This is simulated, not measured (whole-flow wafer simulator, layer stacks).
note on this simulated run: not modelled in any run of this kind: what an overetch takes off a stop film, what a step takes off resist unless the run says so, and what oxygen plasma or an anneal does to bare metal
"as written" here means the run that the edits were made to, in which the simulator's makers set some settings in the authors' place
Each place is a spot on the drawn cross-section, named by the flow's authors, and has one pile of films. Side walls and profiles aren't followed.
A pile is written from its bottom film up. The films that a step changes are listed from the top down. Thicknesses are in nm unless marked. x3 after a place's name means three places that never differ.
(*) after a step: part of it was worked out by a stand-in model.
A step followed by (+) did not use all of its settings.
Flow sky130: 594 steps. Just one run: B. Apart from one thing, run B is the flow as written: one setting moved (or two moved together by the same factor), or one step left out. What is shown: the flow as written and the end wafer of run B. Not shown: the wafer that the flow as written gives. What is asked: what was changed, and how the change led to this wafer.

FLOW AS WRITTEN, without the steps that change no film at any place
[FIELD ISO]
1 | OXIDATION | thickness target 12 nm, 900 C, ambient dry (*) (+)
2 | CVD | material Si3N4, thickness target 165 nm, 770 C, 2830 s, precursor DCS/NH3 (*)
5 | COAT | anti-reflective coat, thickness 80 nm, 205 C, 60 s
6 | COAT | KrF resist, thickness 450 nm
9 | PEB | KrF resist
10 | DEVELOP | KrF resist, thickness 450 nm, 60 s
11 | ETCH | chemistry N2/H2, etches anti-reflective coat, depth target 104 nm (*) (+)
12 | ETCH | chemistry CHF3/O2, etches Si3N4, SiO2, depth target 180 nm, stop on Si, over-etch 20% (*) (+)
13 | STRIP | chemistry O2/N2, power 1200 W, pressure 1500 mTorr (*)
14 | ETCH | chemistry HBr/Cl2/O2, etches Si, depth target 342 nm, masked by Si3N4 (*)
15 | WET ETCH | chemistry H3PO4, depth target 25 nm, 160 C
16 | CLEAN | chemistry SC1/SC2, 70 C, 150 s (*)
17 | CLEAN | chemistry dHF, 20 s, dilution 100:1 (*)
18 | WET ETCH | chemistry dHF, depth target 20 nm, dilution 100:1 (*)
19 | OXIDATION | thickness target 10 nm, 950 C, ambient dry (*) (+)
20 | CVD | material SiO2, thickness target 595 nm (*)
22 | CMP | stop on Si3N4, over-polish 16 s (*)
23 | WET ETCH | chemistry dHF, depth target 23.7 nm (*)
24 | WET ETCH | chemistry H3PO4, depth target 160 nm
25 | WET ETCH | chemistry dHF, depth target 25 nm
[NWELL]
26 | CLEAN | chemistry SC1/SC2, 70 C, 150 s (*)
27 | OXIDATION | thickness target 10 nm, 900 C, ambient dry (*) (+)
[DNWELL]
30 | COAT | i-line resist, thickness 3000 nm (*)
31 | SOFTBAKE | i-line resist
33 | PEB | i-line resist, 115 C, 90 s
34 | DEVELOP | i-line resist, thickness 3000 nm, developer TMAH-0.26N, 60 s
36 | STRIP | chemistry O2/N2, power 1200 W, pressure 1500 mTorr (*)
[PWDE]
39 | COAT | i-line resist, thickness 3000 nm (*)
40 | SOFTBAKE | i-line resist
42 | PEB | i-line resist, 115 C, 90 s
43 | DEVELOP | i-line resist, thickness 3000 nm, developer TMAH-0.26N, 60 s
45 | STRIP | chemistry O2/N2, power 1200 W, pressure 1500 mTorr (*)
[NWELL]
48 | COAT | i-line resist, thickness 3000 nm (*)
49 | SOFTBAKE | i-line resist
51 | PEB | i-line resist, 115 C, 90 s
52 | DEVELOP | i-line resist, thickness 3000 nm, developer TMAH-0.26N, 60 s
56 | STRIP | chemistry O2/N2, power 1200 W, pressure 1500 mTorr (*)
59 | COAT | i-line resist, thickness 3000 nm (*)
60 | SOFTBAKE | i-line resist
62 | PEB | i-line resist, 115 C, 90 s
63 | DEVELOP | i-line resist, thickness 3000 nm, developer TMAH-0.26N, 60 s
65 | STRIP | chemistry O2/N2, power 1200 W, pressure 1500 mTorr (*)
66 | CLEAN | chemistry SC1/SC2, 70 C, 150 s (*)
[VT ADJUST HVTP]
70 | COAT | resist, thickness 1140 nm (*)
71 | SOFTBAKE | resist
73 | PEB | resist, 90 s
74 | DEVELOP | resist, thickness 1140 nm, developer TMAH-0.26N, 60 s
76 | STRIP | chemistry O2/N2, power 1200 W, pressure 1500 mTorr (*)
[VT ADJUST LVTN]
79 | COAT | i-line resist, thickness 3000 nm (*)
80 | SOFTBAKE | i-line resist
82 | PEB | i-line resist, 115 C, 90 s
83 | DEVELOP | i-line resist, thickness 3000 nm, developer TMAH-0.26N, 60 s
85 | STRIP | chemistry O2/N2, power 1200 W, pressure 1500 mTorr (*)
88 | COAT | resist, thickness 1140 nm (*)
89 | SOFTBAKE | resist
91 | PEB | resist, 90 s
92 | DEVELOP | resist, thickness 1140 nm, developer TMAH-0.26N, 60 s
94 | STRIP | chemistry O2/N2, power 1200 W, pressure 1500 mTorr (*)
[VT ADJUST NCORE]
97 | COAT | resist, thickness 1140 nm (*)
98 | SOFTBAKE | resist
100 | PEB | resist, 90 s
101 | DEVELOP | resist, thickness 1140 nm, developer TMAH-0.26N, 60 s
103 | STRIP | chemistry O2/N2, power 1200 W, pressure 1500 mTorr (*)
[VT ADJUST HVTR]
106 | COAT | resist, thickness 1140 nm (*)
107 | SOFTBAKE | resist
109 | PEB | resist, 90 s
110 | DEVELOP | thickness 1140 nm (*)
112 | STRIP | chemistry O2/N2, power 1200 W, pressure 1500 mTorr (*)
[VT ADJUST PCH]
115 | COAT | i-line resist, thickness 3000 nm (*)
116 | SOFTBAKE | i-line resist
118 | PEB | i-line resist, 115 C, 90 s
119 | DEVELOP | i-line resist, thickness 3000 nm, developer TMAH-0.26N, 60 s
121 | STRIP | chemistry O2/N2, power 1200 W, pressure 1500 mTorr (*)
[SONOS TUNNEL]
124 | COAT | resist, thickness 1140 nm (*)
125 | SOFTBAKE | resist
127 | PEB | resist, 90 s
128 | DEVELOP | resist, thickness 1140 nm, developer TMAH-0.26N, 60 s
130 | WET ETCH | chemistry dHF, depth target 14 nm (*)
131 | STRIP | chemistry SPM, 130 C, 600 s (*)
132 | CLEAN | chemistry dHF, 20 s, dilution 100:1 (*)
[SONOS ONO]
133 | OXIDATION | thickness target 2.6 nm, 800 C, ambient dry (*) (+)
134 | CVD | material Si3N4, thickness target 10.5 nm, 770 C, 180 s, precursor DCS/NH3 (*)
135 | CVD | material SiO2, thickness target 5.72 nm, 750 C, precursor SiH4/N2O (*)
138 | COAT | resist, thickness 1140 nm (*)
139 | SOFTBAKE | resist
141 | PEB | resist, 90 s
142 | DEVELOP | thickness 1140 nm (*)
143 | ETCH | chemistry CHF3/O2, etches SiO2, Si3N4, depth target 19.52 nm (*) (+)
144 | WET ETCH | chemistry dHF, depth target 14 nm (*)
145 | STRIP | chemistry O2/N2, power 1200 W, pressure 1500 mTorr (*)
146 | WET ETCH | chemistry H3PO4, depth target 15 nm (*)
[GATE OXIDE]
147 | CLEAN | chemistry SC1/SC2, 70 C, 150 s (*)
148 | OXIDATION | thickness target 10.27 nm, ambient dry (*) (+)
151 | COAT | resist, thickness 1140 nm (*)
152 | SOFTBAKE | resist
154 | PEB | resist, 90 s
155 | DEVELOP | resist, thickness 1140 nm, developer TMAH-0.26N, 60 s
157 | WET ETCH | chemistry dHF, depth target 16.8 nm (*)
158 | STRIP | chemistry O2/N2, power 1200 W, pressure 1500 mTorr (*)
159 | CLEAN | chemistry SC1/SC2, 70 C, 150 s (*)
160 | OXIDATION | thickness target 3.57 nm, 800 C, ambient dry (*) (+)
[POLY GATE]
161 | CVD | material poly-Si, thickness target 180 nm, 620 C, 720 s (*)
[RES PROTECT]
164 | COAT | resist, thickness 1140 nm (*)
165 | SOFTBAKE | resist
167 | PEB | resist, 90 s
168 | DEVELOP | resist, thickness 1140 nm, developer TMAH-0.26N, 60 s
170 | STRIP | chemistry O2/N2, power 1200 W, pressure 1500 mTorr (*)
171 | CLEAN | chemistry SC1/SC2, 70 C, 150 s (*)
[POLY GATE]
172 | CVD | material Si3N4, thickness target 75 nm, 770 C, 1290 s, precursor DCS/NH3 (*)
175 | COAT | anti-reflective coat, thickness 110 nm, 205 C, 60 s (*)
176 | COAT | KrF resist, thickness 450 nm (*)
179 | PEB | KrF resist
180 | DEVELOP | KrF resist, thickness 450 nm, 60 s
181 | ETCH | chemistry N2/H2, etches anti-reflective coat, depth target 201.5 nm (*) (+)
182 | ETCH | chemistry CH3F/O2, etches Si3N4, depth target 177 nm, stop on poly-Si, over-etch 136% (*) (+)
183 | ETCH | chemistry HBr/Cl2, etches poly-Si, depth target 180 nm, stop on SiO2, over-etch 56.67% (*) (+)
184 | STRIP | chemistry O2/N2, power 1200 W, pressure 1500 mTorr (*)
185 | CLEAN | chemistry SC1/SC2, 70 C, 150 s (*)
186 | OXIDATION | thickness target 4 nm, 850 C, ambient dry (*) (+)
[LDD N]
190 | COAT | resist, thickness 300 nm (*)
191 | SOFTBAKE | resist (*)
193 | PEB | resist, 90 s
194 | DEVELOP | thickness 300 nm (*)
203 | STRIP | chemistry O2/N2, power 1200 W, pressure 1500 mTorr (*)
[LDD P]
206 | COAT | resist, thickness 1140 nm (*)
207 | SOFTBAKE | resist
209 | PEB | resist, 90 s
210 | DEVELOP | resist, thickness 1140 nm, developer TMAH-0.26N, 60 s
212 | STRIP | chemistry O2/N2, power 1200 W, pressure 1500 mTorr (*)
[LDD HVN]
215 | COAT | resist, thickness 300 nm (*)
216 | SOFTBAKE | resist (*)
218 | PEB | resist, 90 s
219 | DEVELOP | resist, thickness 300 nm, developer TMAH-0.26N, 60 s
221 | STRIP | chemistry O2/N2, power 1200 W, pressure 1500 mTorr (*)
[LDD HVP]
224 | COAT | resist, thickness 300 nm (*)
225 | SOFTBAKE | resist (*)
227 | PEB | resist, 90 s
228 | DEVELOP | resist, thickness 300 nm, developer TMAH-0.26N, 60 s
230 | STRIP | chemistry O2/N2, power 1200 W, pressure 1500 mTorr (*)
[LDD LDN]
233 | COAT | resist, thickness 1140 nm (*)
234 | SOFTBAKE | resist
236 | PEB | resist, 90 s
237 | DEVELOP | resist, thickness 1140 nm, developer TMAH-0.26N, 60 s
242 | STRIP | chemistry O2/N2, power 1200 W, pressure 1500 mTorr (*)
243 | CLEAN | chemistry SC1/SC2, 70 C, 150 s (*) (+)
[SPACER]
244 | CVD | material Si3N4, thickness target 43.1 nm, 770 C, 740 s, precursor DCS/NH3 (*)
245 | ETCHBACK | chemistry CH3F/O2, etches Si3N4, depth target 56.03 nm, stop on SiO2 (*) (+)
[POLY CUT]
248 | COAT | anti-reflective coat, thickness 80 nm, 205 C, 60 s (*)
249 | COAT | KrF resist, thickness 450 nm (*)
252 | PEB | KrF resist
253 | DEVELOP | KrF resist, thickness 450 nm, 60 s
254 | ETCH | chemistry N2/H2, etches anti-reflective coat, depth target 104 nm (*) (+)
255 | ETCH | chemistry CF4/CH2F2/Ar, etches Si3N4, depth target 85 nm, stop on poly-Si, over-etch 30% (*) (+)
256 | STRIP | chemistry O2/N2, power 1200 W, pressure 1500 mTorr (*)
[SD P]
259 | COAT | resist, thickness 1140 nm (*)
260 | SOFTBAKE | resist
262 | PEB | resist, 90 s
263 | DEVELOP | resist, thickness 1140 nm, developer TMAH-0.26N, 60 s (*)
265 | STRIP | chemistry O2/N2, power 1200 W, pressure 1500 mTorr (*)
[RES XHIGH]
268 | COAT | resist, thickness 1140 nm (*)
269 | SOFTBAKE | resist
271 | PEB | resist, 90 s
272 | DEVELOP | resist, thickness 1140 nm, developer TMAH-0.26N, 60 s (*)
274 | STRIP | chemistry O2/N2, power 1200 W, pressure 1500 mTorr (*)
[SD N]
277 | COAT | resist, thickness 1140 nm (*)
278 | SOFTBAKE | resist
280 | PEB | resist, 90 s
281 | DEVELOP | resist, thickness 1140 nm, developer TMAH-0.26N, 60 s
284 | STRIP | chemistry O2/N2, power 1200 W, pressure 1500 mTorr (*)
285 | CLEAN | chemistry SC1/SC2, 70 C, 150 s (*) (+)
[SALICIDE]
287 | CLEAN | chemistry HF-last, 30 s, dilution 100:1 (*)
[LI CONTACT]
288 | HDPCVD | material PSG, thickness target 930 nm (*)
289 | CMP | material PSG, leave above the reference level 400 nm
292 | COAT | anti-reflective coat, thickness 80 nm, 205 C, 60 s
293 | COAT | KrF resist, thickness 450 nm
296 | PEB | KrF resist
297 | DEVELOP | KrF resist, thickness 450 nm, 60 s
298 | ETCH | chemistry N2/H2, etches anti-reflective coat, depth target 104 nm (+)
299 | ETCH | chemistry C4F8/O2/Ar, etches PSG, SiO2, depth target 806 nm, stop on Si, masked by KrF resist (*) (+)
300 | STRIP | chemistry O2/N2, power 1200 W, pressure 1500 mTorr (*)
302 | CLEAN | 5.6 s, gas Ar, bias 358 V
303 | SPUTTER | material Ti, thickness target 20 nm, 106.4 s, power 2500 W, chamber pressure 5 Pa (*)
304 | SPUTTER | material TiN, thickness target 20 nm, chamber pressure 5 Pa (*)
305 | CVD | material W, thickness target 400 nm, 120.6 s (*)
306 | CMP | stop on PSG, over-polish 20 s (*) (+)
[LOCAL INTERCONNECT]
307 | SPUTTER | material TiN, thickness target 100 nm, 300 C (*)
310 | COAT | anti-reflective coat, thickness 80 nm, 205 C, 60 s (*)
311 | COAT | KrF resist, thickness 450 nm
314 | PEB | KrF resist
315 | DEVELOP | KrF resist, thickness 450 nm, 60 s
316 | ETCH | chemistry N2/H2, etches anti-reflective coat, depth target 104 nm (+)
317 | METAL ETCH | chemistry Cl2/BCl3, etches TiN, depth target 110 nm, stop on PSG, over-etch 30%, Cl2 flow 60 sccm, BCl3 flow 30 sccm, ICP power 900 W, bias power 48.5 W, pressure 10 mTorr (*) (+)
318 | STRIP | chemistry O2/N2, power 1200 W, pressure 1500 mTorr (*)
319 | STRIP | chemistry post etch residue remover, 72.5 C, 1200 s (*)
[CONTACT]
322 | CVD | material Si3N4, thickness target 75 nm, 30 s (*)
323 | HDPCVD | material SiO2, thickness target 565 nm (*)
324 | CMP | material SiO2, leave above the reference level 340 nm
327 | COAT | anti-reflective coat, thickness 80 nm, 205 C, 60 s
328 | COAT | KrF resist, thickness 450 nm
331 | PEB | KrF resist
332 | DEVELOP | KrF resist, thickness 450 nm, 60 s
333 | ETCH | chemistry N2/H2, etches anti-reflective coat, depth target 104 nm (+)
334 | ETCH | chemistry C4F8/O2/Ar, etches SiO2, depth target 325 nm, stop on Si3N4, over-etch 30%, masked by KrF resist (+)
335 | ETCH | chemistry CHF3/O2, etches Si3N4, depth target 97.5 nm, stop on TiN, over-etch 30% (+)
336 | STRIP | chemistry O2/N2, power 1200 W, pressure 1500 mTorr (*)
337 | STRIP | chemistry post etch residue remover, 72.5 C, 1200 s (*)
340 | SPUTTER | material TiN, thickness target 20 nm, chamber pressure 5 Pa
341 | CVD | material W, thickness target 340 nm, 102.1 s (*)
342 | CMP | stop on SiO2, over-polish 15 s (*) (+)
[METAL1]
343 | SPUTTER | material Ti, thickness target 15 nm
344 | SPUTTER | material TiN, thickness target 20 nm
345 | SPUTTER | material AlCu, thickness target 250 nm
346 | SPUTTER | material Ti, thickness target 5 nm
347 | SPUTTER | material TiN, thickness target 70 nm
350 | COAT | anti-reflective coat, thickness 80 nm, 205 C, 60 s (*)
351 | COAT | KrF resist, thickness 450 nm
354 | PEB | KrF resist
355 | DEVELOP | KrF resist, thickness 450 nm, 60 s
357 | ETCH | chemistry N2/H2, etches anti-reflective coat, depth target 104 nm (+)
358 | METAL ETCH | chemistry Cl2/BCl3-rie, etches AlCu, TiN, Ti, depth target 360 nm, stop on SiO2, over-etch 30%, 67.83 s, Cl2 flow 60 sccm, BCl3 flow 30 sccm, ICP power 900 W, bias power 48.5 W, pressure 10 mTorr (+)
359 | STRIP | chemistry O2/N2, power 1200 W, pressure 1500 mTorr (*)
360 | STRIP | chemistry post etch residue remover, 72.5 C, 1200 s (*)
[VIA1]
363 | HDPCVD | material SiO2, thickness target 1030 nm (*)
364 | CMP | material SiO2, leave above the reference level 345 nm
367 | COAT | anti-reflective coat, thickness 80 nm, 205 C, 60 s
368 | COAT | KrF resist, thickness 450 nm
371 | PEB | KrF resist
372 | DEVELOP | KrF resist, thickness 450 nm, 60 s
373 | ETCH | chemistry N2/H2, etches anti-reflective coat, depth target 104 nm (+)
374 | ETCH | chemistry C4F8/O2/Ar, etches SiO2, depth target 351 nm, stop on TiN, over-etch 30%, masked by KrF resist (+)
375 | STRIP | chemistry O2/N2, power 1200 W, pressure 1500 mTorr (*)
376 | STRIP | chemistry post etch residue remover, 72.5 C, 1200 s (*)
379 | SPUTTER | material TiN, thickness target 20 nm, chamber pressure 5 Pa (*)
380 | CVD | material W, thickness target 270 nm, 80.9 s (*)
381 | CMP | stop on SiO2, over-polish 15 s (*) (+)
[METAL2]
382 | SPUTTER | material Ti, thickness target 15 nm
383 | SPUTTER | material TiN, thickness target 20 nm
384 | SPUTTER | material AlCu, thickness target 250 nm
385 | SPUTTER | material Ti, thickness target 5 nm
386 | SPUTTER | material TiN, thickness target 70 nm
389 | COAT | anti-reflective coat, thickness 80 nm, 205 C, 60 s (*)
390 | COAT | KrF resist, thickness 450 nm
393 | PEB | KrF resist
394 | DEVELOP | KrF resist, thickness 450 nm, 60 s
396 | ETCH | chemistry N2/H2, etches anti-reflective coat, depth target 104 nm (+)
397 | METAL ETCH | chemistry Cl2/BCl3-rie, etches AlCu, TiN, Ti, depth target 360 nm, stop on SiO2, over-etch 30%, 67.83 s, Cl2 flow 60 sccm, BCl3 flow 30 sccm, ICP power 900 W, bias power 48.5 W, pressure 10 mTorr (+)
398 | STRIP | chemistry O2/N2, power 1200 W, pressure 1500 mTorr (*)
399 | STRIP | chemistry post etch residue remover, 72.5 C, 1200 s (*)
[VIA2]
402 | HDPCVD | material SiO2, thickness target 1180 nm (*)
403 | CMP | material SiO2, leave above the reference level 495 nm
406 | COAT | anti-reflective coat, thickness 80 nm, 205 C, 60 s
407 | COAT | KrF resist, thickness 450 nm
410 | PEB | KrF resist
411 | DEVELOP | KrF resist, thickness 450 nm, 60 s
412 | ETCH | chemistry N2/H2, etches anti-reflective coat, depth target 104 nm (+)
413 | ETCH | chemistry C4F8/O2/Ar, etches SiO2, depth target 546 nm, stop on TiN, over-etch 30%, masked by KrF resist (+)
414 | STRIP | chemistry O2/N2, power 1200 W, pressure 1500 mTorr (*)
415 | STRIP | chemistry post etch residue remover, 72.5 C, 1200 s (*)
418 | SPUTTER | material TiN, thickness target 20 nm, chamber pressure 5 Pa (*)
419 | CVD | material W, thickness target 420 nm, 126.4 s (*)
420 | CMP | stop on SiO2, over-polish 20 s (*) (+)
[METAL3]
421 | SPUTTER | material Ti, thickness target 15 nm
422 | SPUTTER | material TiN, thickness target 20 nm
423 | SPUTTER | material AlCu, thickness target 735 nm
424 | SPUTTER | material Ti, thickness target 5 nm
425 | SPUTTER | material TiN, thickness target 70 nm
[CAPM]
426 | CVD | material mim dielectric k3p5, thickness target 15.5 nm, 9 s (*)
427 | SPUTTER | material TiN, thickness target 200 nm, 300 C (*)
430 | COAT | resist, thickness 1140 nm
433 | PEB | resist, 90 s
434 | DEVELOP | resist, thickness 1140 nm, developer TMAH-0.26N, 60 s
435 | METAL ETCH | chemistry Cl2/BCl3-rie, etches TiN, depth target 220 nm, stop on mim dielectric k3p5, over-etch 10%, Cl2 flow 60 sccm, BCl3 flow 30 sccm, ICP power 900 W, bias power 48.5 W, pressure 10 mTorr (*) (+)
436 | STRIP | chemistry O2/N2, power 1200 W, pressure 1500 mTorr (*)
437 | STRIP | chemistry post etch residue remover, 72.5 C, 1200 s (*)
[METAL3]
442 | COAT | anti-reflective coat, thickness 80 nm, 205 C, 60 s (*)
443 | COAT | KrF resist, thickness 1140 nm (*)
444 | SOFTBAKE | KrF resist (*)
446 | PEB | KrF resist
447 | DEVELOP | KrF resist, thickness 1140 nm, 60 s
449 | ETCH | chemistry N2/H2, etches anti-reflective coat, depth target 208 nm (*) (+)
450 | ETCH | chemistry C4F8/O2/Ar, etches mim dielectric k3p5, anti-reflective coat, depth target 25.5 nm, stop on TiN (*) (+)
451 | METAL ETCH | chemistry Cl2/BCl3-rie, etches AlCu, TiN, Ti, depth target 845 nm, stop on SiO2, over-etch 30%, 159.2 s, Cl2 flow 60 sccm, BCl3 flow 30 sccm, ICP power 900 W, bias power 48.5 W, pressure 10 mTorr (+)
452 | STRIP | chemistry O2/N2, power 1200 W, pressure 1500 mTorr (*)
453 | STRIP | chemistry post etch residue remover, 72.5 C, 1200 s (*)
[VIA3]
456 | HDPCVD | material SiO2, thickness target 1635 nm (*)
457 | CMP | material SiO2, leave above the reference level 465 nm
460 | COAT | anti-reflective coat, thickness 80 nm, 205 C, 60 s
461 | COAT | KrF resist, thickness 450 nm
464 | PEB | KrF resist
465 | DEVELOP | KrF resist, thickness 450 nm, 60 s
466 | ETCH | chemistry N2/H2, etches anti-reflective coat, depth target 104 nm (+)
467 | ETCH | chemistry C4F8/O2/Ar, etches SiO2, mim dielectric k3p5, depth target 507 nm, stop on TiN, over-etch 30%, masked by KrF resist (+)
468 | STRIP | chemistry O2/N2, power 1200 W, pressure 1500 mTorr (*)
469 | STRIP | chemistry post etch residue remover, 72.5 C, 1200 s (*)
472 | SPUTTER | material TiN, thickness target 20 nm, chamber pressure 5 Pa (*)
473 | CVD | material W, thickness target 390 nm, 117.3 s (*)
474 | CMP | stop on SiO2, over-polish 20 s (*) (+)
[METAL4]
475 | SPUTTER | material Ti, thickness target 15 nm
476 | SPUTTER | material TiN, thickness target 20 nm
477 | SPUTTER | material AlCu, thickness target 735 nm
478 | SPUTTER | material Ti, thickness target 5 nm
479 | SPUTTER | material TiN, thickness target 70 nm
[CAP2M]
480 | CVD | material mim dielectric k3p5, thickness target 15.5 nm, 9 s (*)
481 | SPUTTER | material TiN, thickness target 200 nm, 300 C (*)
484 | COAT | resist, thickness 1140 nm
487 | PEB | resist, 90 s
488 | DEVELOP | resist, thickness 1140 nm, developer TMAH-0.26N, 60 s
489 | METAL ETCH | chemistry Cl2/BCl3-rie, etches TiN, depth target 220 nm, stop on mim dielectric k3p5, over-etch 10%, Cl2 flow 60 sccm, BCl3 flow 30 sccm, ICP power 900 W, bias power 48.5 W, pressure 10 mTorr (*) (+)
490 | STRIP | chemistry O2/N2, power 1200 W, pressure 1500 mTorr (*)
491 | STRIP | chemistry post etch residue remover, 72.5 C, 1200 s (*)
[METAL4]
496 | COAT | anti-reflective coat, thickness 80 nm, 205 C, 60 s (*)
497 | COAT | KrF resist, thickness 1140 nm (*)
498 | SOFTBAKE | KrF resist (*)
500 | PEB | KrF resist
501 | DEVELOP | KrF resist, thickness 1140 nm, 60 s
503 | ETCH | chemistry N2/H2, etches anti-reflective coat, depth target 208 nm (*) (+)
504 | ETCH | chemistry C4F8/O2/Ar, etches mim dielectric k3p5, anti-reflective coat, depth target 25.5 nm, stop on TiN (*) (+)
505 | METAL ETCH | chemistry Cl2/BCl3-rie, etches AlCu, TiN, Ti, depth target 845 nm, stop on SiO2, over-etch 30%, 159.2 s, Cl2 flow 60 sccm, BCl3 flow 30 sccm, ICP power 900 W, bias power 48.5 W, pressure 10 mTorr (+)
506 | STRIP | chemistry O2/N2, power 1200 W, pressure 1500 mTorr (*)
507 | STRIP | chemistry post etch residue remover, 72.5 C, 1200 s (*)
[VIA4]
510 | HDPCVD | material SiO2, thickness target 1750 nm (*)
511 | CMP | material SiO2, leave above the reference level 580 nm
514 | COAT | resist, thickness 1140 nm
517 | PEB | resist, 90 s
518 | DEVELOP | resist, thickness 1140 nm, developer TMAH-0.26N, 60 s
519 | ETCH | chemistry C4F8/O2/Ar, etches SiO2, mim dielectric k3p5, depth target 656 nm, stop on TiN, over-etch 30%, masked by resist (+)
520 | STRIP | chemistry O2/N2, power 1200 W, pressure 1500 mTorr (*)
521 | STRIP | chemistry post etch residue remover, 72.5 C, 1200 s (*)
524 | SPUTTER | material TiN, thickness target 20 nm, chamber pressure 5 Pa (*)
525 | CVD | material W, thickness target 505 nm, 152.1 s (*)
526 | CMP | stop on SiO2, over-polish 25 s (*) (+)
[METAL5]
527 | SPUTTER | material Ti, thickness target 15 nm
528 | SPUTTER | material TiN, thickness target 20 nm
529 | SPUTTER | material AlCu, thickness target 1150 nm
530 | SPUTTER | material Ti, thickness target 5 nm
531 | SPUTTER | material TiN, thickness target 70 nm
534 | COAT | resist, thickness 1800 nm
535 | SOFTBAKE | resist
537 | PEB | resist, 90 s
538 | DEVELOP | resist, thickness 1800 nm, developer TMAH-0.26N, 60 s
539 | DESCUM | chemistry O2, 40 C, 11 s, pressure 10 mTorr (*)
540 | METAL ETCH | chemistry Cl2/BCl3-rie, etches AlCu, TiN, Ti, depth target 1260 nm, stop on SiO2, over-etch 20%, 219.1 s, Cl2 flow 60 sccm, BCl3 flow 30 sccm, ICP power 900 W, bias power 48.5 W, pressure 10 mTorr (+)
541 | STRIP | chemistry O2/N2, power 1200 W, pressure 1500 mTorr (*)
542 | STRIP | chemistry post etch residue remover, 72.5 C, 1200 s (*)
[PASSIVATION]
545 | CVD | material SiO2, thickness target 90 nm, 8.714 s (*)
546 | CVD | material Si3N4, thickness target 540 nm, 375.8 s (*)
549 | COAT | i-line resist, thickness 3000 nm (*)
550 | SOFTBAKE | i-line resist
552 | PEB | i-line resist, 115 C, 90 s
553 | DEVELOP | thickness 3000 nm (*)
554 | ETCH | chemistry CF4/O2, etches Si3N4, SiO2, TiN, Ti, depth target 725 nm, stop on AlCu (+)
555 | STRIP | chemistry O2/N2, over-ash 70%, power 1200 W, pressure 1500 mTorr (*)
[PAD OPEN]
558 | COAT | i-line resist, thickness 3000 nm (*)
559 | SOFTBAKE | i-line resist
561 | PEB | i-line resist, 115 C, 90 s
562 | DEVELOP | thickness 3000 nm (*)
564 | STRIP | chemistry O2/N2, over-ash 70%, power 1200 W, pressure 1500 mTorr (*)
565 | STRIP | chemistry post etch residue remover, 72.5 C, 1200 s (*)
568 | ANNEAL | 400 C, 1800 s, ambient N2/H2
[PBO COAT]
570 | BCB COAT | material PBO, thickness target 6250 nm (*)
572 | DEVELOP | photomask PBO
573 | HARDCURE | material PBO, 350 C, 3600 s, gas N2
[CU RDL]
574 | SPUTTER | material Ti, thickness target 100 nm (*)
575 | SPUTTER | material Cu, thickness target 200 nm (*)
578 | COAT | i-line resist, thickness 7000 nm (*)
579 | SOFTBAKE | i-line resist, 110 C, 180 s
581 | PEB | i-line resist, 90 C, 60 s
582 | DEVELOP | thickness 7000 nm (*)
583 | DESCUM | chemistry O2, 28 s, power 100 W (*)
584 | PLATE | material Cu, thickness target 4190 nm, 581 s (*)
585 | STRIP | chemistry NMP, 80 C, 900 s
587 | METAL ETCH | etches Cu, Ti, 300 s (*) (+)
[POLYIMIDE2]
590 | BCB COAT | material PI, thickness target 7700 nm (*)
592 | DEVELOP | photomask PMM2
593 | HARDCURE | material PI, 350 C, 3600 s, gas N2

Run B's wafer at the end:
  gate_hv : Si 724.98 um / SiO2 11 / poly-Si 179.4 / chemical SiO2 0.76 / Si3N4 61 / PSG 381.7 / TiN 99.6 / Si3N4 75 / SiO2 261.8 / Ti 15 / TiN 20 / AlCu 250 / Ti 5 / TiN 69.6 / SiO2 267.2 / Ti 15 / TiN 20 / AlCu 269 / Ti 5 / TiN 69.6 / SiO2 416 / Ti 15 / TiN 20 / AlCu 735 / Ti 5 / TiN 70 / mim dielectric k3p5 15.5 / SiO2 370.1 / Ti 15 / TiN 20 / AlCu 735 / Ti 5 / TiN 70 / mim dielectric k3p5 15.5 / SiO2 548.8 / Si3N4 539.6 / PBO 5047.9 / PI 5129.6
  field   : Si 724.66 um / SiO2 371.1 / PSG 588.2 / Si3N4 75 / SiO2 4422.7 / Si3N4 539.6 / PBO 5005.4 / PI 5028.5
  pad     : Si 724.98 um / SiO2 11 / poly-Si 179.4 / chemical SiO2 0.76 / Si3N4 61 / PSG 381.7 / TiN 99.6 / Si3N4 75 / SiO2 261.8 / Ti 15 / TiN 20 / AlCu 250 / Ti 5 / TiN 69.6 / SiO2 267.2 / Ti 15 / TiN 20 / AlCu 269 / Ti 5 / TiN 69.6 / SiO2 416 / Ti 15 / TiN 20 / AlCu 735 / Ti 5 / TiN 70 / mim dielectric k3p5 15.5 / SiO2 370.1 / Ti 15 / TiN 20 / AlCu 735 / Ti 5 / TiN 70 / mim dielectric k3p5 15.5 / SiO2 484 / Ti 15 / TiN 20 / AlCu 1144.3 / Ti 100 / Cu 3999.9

Cause: step 384, SPUTTER: thickness target 269 nm was run, whereas the flow has thickness target 250 nm.
The wafer lets one read it off: gate_hv has AlCu 269, and step 384 as written asks for 250 nm.

The path from the change to this, step by step:
  384 | SPUTTER | material AlCu, thickness target 250 nm
      field, active, n_well and 188 more: +269 AlCu (new film) (in the flow as written it would be: +250 AlCu (new film))
  397 | METAL ETCH | chemistry Cl2/BCl3-rie, etches AlCu, TiN, Ti, depth target 360 nm, stop on SiO2, over-etch 30%, 67.83 s, Cl2 flow 60 sccm, BCl3 flow 30 sccm, ICP power 900 W, bias power 48.5 W, pressure 10 mTorr (+)
      field, active, gate and 82 more: -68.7 TiN (all of it), -5 Ti (all of it), -269 AlCu (all of it), -20 TiN (all of it), -15 Ti (all of it), -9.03 SiO2 (in the flow as written it would be: -68.7 TiN (all of it), -5 Ti (all of it), -250 AlCu (all of it), -20 TiN (all of it), -15 Ti (all of it), -10.9 SiO2)
  403 | CMP | material SiO2, leave above the reference level 495 nm
      field, active, gate and 82 more: -372 SiO2 (in the flow as written it would be: -389.1 SiO2)
